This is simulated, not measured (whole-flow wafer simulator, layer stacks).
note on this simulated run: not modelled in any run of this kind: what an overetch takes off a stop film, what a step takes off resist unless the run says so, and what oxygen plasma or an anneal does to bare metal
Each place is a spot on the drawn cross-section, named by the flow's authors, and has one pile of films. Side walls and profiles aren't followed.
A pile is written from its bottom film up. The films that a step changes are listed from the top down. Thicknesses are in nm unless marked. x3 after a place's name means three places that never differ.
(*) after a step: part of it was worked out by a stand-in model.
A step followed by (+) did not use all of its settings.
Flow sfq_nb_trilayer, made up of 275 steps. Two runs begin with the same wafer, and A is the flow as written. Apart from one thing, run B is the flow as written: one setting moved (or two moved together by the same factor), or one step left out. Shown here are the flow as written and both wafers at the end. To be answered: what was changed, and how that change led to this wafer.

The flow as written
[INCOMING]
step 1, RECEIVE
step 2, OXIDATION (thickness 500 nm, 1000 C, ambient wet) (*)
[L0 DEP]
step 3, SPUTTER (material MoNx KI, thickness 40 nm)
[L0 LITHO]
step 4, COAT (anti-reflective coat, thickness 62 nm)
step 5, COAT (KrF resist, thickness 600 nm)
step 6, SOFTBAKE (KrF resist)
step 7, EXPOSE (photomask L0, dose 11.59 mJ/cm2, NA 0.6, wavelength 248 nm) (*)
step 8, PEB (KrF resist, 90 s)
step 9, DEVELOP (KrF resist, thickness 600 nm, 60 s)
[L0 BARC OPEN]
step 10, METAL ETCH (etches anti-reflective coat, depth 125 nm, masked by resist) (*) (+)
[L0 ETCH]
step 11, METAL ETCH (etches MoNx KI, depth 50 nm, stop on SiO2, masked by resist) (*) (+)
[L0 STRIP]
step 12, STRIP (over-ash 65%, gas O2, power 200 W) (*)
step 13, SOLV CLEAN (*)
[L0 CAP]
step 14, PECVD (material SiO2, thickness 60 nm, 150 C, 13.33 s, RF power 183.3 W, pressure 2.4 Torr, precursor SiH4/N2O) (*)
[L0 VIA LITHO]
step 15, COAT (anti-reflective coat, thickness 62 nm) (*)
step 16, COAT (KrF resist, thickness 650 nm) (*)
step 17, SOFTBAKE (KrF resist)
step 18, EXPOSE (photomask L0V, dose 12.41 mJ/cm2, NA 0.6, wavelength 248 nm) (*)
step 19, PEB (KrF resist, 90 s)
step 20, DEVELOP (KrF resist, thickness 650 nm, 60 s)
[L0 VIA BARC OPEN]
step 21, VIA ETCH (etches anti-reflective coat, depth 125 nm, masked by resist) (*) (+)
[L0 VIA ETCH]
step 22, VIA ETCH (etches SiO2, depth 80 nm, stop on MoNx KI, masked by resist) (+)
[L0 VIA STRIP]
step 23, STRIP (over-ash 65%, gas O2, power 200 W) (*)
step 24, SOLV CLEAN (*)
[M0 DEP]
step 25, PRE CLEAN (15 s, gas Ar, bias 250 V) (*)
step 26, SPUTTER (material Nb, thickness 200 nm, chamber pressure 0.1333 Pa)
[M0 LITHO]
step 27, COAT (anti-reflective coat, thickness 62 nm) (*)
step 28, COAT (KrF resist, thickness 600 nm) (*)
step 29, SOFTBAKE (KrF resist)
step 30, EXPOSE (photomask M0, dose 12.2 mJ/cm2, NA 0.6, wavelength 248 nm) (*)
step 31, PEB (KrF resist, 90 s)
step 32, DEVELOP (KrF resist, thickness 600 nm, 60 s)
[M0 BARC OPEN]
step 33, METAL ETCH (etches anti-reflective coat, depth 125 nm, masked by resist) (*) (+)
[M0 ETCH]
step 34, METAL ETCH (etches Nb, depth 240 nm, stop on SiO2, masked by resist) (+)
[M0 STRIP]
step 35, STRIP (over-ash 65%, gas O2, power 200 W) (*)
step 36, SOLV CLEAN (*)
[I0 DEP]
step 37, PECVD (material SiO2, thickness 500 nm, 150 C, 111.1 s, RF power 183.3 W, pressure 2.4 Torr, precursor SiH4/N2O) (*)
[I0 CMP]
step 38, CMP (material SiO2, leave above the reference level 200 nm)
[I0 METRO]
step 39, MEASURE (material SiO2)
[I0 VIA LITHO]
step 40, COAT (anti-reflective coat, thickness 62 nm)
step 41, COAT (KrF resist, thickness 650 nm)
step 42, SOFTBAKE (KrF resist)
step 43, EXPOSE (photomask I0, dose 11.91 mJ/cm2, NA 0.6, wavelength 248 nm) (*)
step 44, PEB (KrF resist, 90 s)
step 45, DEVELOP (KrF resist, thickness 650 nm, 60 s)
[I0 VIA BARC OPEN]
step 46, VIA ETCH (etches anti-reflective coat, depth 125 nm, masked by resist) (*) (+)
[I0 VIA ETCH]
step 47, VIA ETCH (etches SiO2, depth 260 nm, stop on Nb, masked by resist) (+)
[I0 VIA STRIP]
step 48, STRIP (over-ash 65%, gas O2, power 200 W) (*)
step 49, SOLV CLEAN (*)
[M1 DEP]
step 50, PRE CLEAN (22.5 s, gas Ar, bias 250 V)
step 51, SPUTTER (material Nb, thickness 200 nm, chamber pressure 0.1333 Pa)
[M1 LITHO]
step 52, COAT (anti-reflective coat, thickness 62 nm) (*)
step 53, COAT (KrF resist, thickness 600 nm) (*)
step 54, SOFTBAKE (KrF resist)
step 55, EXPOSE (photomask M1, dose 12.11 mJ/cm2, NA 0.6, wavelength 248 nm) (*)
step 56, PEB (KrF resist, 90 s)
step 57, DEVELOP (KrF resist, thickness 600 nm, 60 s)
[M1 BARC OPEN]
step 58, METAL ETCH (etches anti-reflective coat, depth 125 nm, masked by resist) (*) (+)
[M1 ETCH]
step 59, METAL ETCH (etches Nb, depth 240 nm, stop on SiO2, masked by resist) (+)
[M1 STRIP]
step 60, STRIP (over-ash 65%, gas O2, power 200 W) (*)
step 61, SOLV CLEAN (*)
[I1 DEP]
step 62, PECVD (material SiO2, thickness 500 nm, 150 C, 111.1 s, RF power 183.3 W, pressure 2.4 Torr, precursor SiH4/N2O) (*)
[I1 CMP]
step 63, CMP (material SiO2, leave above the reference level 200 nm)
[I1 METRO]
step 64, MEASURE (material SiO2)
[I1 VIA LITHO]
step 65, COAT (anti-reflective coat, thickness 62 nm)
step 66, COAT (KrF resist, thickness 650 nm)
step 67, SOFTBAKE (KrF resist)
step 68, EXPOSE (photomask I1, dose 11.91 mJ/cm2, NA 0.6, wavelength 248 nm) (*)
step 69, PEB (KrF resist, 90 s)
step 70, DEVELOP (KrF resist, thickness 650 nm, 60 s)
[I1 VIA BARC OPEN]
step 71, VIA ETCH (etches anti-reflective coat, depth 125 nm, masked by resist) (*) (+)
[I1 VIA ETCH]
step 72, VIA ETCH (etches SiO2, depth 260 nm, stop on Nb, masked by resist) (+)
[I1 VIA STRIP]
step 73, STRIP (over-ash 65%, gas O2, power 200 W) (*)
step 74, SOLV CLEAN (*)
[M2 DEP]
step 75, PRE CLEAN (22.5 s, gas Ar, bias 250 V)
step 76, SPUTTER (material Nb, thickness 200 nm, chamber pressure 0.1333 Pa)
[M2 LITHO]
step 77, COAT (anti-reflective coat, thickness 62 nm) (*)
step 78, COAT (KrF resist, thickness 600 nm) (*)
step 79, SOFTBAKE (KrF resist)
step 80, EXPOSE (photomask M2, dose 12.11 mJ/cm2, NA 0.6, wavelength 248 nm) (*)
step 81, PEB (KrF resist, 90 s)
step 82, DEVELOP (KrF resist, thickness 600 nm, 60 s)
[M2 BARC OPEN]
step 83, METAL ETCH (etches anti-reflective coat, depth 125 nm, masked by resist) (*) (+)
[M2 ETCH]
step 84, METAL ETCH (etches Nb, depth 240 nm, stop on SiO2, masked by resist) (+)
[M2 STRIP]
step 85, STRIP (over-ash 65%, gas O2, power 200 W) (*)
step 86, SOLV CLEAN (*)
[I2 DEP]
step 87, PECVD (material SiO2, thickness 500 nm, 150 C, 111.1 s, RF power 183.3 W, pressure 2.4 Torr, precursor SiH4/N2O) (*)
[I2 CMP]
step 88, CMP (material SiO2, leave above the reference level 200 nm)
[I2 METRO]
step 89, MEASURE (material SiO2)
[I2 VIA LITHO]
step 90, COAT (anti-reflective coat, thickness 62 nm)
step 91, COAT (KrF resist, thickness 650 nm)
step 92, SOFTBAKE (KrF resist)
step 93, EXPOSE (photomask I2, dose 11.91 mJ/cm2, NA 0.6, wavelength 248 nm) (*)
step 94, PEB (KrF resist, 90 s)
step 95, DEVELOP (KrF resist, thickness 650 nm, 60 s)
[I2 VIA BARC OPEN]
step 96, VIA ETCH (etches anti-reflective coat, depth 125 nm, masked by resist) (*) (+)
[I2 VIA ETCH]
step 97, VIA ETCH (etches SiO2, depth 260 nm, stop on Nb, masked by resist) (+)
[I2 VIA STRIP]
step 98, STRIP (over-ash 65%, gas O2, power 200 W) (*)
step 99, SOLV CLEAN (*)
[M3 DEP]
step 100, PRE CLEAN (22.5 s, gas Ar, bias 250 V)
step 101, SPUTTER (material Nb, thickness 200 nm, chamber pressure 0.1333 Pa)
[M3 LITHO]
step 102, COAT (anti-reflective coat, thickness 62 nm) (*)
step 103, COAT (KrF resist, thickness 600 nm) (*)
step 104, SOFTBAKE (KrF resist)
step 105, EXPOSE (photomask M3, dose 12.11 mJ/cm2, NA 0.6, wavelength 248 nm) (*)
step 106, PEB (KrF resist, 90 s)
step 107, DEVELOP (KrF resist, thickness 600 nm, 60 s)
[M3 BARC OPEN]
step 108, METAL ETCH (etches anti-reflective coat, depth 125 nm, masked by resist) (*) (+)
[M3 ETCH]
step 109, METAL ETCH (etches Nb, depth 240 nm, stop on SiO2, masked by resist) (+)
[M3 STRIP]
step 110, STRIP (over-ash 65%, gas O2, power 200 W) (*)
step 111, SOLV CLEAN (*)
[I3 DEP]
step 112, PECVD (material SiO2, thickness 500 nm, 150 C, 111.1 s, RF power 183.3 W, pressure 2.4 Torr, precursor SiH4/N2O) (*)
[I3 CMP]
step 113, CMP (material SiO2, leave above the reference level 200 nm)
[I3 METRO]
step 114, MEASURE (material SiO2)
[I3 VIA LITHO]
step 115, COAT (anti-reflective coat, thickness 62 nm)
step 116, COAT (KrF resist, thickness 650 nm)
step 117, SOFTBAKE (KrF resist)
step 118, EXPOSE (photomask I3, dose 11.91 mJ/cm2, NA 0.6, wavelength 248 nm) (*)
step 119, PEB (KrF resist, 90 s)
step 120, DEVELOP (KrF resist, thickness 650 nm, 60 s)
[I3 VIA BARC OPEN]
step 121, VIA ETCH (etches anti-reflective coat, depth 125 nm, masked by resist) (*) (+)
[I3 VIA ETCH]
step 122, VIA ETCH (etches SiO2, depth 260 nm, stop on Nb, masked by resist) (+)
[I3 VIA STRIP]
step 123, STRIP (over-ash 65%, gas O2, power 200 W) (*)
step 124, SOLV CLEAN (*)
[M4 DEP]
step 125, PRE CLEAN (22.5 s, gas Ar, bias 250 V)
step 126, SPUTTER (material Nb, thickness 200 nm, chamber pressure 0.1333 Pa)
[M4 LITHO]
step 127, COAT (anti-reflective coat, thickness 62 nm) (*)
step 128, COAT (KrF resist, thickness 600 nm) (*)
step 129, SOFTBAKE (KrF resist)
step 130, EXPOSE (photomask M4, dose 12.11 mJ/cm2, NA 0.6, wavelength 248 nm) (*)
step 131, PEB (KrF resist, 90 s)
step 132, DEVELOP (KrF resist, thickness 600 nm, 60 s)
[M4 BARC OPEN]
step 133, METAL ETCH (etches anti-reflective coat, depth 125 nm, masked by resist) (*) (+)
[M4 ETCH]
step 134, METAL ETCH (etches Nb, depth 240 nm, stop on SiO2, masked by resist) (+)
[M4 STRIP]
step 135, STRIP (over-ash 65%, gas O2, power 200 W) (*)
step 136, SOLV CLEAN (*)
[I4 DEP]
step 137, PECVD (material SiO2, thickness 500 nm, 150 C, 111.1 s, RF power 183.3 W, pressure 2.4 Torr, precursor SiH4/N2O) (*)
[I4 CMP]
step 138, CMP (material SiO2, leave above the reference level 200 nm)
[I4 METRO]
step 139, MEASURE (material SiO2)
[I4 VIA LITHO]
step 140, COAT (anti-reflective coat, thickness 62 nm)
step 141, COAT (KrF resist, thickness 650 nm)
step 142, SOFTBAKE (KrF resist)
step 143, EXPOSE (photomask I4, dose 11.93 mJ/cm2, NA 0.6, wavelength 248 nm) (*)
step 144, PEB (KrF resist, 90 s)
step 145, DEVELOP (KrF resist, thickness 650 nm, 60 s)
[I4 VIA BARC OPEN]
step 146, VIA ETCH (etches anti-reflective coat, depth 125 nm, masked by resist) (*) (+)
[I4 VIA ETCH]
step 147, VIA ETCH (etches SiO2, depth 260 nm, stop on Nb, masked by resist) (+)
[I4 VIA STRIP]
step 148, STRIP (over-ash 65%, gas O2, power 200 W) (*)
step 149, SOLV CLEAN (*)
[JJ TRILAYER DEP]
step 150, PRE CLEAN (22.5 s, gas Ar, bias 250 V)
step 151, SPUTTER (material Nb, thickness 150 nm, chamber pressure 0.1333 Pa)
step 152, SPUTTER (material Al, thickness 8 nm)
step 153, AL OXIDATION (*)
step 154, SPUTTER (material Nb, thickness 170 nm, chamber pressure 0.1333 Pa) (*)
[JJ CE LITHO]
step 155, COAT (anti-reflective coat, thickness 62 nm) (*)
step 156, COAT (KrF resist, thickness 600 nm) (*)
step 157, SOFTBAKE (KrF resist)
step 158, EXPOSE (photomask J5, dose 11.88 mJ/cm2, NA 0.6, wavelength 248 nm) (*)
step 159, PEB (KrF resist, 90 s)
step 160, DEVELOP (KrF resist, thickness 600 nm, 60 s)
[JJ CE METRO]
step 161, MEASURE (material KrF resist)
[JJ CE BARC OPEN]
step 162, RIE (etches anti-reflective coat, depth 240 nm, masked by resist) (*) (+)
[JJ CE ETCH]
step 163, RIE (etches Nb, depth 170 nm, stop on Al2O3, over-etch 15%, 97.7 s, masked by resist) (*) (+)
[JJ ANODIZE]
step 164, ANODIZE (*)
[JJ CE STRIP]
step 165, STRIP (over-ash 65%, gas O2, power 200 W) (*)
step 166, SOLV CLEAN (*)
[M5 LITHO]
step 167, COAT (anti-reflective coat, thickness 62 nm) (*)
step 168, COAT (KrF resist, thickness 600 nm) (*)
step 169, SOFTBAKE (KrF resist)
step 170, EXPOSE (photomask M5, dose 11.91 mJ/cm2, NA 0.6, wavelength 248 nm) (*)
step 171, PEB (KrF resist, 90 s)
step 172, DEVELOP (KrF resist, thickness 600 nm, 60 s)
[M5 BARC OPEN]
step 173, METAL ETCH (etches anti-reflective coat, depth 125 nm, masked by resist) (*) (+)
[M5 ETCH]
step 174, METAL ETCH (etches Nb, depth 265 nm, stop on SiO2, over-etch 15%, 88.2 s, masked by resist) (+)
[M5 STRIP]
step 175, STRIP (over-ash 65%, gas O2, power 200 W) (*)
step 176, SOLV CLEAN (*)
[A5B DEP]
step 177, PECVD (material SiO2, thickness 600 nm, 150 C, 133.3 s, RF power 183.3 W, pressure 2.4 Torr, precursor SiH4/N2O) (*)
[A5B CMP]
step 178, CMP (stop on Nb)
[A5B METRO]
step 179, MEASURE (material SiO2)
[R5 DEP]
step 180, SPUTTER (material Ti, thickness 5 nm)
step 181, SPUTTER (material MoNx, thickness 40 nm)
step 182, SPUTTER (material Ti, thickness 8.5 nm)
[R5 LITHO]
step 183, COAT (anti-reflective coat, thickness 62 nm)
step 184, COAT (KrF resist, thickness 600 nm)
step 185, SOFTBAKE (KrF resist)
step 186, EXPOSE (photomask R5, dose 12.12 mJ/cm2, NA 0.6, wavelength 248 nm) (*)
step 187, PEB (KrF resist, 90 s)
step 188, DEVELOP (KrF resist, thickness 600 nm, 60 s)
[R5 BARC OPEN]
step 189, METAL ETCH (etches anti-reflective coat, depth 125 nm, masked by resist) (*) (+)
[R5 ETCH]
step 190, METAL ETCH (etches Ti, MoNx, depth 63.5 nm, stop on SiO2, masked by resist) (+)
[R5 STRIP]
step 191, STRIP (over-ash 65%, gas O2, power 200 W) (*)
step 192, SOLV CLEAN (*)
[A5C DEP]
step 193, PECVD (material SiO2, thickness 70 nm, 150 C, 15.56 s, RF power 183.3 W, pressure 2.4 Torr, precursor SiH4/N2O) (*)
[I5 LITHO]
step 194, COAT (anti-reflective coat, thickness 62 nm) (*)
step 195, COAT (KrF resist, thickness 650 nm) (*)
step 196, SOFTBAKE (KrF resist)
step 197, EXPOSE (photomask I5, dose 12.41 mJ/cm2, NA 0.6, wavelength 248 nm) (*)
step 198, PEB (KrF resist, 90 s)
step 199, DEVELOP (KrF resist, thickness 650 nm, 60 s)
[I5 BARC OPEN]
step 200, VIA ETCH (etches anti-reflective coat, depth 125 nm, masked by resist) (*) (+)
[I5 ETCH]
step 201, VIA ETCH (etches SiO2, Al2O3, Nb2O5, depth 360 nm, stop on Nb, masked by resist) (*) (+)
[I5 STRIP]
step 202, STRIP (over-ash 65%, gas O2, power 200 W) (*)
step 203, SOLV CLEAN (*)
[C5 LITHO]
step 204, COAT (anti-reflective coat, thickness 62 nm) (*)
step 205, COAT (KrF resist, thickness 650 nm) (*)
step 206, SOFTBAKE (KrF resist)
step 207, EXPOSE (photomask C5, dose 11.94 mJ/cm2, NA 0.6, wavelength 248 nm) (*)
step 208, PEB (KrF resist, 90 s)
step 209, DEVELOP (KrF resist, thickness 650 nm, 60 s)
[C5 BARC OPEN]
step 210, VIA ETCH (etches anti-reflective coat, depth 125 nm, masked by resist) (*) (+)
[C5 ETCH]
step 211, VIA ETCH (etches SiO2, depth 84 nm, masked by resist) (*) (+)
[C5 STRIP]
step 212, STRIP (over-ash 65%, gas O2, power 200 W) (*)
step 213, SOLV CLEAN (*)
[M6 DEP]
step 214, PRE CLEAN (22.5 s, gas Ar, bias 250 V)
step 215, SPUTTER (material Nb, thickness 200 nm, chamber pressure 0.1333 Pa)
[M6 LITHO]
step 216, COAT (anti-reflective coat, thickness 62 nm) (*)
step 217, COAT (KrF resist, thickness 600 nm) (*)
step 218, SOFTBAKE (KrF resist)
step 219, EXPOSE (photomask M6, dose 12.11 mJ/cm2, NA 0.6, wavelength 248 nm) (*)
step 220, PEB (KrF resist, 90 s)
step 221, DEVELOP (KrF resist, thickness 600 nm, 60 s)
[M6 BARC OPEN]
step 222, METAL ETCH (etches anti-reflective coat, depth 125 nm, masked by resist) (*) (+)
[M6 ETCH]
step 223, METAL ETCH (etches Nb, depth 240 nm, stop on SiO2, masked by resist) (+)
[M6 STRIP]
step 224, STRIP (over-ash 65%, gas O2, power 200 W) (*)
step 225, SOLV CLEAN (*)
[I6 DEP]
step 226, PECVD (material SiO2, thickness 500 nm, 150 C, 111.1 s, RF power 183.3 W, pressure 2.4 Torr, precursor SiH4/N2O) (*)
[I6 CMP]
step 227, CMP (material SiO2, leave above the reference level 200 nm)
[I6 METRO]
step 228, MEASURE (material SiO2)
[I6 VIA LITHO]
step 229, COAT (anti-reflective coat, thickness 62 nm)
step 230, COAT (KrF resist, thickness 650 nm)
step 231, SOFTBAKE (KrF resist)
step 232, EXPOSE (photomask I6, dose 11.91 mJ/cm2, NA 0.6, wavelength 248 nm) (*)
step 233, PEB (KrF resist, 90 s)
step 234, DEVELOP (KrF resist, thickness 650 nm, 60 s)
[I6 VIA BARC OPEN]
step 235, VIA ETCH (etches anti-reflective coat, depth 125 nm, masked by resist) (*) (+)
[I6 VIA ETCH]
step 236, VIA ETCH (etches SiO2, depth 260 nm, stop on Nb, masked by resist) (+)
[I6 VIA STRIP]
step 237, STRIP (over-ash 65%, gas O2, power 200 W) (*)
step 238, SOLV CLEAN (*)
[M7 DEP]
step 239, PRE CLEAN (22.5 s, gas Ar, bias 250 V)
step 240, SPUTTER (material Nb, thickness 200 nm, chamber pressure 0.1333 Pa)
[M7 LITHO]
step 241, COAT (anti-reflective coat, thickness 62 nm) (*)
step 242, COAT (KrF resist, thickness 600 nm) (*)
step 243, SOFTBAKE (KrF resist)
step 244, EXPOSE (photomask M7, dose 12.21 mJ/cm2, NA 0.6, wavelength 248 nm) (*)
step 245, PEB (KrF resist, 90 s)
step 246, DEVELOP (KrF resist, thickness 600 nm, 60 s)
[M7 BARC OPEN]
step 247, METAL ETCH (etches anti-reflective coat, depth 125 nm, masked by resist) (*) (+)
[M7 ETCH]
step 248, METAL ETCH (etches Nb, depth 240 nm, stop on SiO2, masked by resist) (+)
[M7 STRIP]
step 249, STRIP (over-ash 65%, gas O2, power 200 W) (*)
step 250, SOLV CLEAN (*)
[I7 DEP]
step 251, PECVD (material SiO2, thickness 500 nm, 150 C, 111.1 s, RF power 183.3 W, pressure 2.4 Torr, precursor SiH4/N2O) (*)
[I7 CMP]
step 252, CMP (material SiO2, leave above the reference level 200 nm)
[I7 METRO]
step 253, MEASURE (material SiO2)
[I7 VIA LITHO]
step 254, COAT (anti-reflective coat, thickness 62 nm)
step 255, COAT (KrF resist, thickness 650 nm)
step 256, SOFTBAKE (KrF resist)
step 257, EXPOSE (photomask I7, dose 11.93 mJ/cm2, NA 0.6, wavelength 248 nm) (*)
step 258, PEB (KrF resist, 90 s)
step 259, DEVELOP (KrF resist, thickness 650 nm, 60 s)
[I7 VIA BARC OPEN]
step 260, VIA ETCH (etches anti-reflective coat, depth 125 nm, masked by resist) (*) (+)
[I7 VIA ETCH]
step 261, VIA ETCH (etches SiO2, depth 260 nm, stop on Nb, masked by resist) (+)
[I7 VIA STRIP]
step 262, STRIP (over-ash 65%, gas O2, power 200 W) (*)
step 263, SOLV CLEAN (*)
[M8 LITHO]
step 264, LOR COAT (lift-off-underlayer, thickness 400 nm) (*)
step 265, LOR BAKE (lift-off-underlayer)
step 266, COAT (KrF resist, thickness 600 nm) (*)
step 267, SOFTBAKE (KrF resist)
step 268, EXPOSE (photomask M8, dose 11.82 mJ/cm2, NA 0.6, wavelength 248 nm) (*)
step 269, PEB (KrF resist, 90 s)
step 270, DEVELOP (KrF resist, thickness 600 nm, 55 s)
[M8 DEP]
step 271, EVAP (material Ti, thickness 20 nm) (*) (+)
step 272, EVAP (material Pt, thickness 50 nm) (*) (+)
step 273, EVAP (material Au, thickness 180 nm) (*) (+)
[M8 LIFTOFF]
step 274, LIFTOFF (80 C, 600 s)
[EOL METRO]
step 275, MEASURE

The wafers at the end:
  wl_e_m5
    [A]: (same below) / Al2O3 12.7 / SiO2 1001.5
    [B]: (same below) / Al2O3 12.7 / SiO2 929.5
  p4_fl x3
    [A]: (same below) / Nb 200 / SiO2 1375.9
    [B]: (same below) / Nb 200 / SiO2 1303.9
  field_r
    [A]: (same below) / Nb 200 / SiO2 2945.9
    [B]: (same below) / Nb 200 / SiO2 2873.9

What caused this: step 227, CMP: leave above the reference level 128 nm was run, though the flow has leave above the reference level 200 nm.

The path from the change to this, step by step:
  step 227, CMP (material SiO2, leave above the reference level 200 nm)
      field_l, p4_fl x3, p4_w1 x9 and 49 more: A SiO2 loses 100 | B SiO2 loses 172
      v_sur, via_wl, via_w and 15 more: A SiO2 loses 300 | B SiO2 loses 372
      (as well as at 26 more places)
  step 236, VIA ETCH (etches SiO2, depth 260 nm, stop on Nb, masked by resist) (+)
      field_l, v_sur, via_wl and 102 more: A KrF resist loses 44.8 | B KrF resist loses 33.1
      via_v: A SiO2 loses 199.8 (all of it) | B SiO2 loses 127.8 (all of it)
  step 237, STRIP (over-ash 65%, gas O2, power 200 W) (*)
      field_l, v_sur, via_wl and 102 more: A KrF resist loses 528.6 (all of it), anti-reflective coat loses 62 (all of it) | B KrF resist loses 540.4 (all of it), anti-reflective coat loses 62 (all of it)
  step 240, SPUTTER (material Nb, thickness 200 nm, chamber pressure 0.1333 Pa)
      via_v: A Nb gains 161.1 | B Nb gains 178.7
  step 241, COAT (anti-reflective coat, thickness 62 nm) (*)
      via_sp: A anti-reflective coat gains 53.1 (new film) | B anti-reflective coat gains 54.4 (new film)
      via_v: A anti-reflective coat gains 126 (new film) | B anti-reflective coat gains 108.8 (new film)
      (as well as at 1 more place)
  step 242, COAT (KrF resist, thickness 600 nm) (*)
      via_v: A KrF resist gains 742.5 (new film) | B KrF resist gains 682.1 (new film)
  step 249, STRIP (over-ash 65%, gas O2, power 200 W) (*)
      via_sp: A KrF resist loses 373.6 (all of it), anti-reflective coat loses 53.1 (all of it) | B KrF resist loses 378.7 (all of it), anti-reflective coat loses 54.4 (all of it)
      via_v: A KrF resist loses 524.5 (all of it), anti-reflective coat loses 126 (all of it) | B KrF resist loses 464.3 (all of it), anti-reflective coat loses 108.8 (all of it)
      (as well as at 1 more place)
  step 251, PECVD (material SiO2, thickness 500 nm, 150 C, 111.1 s, RF power 183.3 W, pressure 2.4 Torr, precursor SiH4/N2O) (*)
      via_v: A SiO2 gains 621 (new film) | B SiO2 gains 505.3 (new film)
  step 252, CMP (material SiO2, leave above the reference level 200 nm)
      via_v: A SiO2 loses 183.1 | B SiO2 loses 157.1
